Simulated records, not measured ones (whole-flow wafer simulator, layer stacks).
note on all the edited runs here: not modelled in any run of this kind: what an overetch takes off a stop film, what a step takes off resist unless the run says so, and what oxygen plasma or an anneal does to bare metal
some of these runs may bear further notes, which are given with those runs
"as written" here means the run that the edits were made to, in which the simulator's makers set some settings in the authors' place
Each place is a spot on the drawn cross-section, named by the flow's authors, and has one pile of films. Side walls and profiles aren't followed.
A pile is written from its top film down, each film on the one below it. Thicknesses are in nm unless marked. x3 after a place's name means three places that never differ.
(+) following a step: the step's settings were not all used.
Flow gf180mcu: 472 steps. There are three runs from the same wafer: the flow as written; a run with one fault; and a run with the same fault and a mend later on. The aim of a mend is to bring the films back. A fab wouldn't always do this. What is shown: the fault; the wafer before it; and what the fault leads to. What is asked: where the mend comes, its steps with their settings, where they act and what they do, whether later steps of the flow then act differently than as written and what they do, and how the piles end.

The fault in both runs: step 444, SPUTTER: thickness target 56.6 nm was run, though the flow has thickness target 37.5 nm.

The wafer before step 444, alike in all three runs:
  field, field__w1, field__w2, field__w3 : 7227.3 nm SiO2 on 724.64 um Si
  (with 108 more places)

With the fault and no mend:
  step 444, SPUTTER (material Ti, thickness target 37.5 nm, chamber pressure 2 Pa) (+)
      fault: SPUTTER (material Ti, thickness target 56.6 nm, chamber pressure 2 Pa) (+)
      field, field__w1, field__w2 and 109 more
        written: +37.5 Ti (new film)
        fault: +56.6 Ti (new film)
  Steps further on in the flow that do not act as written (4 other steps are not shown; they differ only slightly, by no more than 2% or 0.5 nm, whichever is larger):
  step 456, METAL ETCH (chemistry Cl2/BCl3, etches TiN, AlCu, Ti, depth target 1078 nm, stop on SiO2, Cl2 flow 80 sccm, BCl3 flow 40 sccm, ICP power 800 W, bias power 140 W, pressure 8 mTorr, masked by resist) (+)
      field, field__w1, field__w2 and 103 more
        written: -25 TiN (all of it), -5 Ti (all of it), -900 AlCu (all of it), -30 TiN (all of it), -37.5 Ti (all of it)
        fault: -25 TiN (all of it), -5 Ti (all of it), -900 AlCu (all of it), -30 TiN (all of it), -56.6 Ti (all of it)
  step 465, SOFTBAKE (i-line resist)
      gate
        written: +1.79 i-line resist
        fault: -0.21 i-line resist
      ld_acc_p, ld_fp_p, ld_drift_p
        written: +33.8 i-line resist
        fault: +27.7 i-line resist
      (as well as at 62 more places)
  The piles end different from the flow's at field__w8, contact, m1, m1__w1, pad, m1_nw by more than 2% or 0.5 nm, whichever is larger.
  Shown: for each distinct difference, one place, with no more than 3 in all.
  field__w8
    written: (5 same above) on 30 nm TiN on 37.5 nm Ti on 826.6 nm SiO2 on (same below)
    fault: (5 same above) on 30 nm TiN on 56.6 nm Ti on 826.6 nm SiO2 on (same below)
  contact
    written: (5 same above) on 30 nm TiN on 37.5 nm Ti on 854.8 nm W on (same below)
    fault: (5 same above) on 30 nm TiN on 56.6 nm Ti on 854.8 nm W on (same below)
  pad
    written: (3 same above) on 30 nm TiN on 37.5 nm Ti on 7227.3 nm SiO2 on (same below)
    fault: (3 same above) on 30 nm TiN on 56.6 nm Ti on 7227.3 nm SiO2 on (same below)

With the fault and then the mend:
  After step 444 comes the mend.
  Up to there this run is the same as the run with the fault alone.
  step 444a, METAL ETCH (chemistry Cl2/BCl3, etches TiN, AlCu, Ti, depth target 19.1 nm, Cl2 flow 80 sccm, BCl3 flow 40 sccm, ICP power 800 W, bias power 140 W, pressure 8 mTorr) (the flow's step 260 again, with other settings)
      field, field__w1, field__w2 and 109 more
        -19.1 Ti
  Every later step of the flow that is run acts as written at every place that is followed.
  By the end, the piles equal the flow's at every place that both follow.
